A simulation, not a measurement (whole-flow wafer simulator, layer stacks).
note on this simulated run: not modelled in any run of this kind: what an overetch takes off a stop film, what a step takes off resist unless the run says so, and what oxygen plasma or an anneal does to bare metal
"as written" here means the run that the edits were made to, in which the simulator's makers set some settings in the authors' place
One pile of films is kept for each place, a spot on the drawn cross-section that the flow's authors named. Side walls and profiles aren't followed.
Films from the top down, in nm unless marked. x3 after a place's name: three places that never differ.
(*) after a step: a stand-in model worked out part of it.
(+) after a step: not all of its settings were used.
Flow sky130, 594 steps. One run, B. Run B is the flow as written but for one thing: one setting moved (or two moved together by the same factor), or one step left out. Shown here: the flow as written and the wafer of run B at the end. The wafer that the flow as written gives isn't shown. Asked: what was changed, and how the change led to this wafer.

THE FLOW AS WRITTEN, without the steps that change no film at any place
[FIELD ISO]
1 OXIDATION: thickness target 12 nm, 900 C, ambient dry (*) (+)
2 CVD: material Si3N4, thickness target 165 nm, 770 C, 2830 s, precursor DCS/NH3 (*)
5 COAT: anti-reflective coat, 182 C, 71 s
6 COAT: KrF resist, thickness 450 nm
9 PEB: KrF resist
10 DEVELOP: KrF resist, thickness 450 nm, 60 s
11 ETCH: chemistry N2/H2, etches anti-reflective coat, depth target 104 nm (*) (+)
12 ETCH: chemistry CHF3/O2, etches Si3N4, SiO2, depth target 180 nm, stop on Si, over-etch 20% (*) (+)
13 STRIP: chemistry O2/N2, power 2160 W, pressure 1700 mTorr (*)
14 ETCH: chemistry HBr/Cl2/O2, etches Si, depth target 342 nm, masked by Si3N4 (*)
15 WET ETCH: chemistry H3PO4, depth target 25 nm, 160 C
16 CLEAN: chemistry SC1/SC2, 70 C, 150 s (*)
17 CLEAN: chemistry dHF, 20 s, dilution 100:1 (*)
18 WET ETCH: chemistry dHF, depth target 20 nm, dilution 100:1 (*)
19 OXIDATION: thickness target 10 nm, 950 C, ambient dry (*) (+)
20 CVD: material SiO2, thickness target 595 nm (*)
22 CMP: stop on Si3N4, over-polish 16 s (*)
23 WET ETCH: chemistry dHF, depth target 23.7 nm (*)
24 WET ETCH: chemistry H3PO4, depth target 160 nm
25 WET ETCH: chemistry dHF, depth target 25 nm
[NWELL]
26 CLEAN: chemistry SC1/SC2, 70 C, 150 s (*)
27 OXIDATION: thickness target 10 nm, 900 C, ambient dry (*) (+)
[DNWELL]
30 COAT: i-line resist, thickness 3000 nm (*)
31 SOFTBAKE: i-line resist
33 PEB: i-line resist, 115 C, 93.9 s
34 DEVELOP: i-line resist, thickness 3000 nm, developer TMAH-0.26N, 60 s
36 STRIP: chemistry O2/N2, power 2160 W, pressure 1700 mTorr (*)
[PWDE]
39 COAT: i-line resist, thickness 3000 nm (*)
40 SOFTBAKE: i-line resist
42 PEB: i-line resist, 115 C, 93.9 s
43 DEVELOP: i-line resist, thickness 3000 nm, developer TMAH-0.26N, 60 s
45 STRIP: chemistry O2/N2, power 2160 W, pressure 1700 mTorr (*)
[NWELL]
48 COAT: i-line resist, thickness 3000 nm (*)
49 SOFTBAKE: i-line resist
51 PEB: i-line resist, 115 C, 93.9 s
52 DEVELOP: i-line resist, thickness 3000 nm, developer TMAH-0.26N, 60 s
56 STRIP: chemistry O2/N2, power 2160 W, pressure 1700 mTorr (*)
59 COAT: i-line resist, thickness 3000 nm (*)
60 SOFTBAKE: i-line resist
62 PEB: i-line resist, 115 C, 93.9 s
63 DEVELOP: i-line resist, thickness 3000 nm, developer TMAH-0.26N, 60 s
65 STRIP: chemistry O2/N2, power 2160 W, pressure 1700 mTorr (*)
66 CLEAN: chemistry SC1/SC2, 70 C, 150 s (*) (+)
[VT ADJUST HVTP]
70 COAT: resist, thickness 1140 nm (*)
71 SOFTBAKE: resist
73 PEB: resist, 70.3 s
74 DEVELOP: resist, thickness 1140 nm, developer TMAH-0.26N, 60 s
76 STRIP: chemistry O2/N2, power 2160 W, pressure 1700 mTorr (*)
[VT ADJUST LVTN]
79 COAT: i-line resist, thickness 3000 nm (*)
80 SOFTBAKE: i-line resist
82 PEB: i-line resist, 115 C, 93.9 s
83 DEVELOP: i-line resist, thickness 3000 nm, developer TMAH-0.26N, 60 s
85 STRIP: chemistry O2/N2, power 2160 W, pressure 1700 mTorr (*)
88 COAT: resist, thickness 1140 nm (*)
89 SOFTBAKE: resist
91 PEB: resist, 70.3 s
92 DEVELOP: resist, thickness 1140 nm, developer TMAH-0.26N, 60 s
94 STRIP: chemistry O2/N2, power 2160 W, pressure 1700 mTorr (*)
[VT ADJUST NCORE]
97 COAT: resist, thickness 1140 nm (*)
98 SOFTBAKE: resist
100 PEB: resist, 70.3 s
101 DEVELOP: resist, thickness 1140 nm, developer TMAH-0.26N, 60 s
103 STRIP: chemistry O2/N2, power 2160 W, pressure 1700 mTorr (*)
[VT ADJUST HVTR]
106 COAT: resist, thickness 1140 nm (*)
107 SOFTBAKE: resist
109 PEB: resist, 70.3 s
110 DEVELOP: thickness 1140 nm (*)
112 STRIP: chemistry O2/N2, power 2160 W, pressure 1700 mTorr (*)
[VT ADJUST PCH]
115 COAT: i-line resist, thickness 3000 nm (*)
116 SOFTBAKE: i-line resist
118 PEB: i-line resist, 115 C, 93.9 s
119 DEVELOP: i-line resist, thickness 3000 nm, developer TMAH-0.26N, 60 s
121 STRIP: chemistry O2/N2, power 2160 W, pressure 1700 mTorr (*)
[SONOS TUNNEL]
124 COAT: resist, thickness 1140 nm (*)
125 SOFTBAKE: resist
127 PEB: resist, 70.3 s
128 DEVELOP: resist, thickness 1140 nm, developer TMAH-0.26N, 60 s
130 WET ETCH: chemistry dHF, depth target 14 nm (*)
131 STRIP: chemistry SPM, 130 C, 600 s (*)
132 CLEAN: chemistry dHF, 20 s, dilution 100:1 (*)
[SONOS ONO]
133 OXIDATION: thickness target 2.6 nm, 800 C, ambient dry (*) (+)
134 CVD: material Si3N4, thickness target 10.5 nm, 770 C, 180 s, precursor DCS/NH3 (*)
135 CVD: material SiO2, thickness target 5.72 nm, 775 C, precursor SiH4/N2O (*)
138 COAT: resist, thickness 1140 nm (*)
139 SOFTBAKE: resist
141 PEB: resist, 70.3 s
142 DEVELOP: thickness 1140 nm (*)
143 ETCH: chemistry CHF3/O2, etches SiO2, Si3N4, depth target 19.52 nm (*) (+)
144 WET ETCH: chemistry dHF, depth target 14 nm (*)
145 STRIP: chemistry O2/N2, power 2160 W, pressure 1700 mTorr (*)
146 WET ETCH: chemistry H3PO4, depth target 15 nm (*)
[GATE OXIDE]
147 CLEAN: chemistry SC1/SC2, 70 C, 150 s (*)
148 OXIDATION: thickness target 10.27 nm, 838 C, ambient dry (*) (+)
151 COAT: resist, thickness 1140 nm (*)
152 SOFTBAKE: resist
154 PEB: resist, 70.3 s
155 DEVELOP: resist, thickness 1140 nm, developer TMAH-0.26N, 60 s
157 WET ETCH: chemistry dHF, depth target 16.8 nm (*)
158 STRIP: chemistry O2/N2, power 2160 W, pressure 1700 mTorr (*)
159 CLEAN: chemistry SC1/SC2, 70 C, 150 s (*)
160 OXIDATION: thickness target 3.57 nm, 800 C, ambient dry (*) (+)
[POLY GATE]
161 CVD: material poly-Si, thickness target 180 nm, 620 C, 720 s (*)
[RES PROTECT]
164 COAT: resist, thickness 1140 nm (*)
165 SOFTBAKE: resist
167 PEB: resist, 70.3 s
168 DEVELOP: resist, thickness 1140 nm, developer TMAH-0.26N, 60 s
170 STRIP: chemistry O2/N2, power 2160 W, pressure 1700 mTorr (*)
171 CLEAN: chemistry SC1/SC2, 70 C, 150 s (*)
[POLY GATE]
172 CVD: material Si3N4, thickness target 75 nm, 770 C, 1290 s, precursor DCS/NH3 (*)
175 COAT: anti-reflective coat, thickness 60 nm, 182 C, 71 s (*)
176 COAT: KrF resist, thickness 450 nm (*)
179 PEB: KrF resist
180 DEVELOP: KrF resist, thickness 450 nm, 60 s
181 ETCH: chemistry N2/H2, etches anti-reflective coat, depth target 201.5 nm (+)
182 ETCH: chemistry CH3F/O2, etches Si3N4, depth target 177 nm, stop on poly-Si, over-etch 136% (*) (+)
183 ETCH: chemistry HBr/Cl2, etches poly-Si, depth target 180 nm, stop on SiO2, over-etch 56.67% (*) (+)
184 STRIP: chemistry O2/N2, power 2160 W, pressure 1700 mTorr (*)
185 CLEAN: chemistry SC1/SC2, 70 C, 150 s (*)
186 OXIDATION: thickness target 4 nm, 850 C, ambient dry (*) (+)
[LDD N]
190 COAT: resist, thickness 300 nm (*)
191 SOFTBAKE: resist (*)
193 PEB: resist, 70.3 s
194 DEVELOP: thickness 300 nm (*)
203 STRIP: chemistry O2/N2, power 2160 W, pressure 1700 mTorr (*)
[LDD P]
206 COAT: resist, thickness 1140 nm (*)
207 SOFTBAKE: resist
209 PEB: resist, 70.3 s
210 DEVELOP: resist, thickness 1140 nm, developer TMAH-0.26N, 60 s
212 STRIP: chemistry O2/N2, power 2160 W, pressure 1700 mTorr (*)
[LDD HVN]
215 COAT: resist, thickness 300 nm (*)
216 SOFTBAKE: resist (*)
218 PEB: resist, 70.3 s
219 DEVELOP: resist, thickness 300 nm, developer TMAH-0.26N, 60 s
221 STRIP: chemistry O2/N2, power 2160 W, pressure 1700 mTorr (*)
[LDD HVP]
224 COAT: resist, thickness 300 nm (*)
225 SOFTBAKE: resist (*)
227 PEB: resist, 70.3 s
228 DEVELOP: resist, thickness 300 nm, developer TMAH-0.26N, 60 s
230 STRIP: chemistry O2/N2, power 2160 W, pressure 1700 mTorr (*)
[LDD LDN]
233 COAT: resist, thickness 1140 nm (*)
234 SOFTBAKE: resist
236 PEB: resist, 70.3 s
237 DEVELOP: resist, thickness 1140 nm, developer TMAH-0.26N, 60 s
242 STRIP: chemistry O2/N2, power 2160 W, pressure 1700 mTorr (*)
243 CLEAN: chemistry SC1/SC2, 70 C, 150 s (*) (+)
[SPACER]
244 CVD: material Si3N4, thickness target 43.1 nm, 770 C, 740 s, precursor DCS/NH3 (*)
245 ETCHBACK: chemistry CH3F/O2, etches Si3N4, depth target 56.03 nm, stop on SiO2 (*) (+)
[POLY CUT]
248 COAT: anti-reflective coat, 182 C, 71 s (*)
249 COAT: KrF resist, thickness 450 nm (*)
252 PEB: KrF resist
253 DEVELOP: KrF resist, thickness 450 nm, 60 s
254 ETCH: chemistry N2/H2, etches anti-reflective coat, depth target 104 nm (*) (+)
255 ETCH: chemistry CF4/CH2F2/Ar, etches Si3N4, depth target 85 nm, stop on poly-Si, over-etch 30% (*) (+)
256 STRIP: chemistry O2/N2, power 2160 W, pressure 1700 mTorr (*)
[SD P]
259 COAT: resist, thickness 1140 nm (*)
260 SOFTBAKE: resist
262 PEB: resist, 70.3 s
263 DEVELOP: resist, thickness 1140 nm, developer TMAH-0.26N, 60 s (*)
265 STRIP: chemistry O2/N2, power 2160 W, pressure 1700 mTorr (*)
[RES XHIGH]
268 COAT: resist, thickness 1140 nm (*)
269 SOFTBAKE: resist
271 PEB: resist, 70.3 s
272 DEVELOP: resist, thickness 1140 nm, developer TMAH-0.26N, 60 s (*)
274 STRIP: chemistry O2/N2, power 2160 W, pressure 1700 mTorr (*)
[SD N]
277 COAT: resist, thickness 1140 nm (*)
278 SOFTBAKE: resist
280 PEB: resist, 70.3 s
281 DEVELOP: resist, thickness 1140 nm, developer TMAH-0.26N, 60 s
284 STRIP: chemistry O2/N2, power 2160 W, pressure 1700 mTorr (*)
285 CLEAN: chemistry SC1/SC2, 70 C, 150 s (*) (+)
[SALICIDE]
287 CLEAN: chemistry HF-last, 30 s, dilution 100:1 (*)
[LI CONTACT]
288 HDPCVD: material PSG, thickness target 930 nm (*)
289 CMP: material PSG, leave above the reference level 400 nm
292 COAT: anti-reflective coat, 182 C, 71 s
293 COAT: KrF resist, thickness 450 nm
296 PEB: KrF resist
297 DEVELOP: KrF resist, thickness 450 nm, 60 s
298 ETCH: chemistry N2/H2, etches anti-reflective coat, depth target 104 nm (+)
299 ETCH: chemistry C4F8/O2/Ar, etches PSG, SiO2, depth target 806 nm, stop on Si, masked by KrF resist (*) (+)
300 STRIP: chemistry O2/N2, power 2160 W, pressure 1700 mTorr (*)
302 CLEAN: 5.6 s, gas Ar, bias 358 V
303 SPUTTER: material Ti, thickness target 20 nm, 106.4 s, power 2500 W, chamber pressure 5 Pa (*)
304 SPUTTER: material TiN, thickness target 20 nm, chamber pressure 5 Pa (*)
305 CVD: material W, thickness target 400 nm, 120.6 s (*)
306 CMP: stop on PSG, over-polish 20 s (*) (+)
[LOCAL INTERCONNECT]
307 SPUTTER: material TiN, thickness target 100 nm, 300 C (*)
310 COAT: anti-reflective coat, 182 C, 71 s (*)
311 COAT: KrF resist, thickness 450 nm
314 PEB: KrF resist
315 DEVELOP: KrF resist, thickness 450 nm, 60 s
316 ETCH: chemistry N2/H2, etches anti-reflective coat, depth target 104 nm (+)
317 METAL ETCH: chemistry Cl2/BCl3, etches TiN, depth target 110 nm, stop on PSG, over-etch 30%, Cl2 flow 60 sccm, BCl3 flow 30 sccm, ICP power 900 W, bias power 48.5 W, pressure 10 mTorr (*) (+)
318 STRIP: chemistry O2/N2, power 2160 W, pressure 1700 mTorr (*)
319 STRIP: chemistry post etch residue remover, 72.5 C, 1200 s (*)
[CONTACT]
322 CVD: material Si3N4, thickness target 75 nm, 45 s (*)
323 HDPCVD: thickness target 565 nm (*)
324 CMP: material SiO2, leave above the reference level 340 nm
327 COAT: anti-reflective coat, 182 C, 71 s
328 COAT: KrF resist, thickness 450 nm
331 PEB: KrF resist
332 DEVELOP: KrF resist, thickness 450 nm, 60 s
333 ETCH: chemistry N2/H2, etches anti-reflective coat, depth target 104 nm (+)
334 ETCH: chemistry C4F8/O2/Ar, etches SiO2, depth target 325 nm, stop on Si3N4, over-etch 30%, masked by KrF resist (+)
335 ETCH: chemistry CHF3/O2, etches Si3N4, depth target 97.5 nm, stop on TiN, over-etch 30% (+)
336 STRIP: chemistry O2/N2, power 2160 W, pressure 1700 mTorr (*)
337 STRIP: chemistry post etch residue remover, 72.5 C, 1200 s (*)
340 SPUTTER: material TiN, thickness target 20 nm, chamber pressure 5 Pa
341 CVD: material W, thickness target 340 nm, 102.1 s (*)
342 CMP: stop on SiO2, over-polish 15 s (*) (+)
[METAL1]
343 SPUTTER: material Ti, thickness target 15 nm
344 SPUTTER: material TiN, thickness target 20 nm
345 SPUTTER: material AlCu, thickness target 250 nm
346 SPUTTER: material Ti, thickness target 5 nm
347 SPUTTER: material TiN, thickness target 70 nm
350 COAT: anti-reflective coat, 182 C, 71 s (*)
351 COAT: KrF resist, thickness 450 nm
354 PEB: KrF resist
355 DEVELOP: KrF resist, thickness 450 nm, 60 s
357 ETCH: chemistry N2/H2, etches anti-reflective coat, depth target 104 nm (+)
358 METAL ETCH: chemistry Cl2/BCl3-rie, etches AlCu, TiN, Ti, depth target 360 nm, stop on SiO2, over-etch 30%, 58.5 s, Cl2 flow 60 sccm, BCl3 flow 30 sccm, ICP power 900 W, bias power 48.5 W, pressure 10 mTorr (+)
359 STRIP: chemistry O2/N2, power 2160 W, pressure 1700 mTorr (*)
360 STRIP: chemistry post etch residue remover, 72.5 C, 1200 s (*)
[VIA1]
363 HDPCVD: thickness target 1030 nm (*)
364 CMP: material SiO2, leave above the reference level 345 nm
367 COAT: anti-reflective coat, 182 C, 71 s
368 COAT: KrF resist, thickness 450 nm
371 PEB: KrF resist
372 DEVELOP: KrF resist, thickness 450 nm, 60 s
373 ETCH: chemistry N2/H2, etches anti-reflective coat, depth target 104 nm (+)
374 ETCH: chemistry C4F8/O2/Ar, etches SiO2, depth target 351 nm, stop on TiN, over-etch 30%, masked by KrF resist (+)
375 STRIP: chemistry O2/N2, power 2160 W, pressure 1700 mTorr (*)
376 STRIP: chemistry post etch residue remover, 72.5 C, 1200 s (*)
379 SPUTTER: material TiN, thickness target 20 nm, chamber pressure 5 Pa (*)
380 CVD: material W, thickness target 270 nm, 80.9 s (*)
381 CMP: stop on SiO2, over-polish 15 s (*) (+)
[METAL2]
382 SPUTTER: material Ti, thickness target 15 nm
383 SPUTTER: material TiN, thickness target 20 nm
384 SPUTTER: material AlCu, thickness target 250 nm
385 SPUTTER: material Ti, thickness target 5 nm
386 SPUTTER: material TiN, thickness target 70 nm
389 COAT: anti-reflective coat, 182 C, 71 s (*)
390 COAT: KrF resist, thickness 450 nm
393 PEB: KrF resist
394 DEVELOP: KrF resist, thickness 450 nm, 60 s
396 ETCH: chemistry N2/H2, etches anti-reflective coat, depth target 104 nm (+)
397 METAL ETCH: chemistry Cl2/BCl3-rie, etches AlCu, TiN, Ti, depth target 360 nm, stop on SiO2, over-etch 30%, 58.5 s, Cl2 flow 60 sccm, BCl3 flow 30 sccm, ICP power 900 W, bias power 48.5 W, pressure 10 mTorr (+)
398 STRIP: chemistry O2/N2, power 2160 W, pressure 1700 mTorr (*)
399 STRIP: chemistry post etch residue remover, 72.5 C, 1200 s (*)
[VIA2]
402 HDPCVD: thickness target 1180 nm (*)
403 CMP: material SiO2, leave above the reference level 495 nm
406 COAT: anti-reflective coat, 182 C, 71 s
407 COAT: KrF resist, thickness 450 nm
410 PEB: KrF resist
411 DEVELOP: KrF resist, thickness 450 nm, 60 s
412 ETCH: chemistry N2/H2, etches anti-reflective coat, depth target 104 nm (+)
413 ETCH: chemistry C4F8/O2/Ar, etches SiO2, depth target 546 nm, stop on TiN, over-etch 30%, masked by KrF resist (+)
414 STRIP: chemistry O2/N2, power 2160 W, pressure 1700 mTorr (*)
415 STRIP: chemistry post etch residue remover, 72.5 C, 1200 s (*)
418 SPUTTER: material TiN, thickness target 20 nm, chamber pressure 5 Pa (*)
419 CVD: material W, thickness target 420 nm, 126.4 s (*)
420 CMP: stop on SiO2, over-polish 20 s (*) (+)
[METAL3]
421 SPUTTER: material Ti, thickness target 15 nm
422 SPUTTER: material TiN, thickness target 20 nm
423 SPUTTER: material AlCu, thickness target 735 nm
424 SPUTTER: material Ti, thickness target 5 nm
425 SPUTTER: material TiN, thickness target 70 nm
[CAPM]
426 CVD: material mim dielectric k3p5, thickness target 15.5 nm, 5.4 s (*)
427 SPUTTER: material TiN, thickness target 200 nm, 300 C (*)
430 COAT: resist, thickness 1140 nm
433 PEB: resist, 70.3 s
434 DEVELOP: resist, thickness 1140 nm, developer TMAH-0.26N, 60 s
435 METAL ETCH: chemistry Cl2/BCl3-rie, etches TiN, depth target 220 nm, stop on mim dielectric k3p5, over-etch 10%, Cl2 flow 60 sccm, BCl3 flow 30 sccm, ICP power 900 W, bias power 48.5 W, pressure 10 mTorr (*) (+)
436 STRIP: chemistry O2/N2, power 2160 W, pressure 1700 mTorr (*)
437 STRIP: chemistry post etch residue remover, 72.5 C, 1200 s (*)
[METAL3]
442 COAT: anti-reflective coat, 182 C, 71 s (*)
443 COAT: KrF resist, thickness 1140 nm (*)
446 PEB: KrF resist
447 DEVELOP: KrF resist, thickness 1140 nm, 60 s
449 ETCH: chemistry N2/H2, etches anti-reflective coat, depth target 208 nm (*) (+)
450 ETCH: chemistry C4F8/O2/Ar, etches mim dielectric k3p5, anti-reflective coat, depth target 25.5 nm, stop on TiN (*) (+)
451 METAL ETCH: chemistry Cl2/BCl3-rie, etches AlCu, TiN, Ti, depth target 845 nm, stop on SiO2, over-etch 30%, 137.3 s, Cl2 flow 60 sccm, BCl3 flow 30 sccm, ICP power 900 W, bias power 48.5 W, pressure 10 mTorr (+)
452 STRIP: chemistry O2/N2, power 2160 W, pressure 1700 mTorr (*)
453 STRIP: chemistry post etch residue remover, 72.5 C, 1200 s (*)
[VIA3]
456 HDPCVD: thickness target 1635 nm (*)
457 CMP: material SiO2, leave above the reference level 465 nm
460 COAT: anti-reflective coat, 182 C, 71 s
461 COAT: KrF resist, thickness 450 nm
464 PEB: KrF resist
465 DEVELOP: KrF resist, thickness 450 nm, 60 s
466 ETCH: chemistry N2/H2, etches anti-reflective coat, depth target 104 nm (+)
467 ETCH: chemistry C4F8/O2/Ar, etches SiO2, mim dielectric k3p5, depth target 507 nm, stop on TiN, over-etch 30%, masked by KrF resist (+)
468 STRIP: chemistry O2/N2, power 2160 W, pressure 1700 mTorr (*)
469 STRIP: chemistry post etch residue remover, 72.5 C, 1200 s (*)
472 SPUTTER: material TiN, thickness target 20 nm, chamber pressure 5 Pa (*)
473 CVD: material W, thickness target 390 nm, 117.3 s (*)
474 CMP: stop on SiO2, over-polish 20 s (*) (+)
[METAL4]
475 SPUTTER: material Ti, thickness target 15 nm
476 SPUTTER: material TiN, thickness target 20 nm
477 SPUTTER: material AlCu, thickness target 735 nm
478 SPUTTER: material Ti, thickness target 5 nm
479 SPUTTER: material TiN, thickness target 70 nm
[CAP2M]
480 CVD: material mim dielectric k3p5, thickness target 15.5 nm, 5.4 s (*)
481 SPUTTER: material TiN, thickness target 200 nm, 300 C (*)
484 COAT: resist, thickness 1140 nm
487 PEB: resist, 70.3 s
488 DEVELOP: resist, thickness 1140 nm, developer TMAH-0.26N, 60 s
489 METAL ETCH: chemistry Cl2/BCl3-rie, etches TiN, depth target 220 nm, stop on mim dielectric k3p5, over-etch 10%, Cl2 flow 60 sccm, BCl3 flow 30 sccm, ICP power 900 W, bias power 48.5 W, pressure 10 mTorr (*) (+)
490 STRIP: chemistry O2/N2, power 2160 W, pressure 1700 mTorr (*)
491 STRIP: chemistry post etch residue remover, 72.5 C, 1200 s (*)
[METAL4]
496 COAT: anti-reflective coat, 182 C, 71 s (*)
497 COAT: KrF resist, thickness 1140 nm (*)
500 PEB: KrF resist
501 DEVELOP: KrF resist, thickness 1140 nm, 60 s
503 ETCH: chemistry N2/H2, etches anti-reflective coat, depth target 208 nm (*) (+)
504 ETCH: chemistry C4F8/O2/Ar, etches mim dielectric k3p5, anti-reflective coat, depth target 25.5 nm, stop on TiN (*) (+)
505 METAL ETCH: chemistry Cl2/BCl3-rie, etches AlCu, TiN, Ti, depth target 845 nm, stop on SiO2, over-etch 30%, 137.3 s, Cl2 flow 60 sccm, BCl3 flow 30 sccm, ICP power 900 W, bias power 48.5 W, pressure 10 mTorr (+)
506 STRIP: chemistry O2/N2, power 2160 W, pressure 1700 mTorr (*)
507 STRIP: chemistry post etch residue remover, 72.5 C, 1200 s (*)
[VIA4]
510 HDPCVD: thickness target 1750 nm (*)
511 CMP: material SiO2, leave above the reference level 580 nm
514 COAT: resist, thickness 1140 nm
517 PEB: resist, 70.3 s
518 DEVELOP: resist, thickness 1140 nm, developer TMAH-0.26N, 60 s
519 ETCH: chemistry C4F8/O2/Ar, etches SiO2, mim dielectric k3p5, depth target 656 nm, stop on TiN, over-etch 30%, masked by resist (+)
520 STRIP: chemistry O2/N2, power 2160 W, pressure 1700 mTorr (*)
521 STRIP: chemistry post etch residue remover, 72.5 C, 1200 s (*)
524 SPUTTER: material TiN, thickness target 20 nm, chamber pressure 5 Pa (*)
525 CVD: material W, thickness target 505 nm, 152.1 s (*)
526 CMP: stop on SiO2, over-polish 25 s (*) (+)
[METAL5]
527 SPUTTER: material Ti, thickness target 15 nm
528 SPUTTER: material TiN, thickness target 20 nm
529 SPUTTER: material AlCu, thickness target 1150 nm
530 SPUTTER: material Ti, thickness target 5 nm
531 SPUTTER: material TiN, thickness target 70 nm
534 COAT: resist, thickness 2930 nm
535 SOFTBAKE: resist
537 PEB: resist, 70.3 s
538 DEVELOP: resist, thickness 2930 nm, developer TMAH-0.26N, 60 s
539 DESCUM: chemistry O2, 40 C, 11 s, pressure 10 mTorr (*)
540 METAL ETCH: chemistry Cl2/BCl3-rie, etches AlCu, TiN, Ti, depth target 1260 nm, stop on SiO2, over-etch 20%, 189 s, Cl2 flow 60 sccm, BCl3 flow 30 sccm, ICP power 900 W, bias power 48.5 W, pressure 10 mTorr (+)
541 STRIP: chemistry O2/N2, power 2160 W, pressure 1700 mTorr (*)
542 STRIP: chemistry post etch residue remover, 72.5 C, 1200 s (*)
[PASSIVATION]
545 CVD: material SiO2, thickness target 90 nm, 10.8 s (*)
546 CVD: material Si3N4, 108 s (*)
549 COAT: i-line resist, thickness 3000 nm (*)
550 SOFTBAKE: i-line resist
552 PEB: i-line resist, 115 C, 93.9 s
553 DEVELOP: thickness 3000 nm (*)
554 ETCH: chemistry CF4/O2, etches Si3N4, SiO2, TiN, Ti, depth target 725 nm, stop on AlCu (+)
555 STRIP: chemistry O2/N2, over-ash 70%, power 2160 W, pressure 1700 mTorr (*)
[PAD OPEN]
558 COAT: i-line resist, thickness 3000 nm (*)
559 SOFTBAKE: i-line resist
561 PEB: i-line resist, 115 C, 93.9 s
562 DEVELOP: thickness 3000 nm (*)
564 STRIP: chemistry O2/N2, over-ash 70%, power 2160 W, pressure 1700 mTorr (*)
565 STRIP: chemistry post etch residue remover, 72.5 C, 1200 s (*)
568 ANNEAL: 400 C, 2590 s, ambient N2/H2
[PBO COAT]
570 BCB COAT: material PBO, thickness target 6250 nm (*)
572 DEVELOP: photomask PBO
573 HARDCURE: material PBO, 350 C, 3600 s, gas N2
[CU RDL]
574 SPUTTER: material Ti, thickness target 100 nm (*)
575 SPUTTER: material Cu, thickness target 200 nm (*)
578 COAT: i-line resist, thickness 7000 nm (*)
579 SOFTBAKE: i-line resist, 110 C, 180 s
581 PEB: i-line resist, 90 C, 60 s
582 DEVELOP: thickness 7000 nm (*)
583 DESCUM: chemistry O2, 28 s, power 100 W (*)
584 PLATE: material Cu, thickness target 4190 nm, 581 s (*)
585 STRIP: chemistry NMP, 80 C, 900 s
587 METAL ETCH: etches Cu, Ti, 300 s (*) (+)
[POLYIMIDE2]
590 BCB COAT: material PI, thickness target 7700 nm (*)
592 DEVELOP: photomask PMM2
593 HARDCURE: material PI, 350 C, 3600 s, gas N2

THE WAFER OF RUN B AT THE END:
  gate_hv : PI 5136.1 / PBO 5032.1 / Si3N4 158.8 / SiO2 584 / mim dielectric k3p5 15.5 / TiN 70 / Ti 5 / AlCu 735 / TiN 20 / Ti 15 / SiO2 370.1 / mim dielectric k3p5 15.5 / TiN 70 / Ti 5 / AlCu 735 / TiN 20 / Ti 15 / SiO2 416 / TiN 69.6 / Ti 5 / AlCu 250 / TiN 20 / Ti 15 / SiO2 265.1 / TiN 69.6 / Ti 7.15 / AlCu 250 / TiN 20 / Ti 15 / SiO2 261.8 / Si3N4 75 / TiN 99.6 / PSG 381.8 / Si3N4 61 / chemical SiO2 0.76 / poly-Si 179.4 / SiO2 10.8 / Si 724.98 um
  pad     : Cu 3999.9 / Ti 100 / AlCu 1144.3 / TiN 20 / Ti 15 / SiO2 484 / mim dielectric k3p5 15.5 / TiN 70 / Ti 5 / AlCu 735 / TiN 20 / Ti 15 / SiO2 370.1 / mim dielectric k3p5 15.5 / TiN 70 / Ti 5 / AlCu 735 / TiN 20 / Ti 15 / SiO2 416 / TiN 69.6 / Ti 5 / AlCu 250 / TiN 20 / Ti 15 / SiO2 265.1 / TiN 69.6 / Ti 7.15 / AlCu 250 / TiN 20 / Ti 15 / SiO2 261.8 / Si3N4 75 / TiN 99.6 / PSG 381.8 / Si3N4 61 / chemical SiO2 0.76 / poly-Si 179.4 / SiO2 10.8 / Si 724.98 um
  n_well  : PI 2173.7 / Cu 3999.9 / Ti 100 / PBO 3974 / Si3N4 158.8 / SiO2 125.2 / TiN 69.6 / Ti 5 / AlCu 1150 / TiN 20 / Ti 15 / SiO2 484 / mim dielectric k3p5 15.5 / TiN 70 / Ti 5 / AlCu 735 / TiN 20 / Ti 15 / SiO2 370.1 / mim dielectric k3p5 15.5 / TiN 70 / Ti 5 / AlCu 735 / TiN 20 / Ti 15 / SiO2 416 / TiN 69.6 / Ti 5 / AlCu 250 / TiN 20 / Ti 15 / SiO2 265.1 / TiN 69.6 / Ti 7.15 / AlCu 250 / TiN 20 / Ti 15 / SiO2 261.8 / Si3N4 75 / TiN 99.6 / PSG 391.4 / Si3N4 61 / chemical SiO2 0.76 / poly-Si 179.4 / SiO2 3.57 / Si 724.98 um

The cause: step 346, SPUTTER: thickness target 7.15 nm was run, where the flow has thickness target 5 nm.
It can be read off the wafer: gate_hv has Ti 7.15, and step 346 as written asks for 5 nm.

How the change led to this, step by step:
  346 SPUTTER: material Ti, thickness target 5 nm
      field, active, n_well and 188 more: Ti +7.15 (new film) (as written it would be: Ti +5 (new film))
  358 METAL ETCH: chemistry Cl2/BCl3-rie, etches AlCu, TiN, Ti, depth target 360 nm, stop on SiO2, over-etch 30%, 58.5 s, Cl2 flow 60 sccm, BCl3 flow 30 sccm, ICP power 900 W, bias power 48.5 W, pressure 10 mTorr (+)
      field, active, gate and 81 more: TiN -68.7 (all of it), Ti -7.15 (all of it), AlCu -250 (all of it), TiN -20 (all of it), Ti -15 (all of it), SiO2 -10.7 (as written it would be: TiN -68.7 (all of it), Ti -5 (all of it), AlCu -250 (all of it), TiN -20 (all of it), Ti -15 (all of it), SiO2 -10.9)
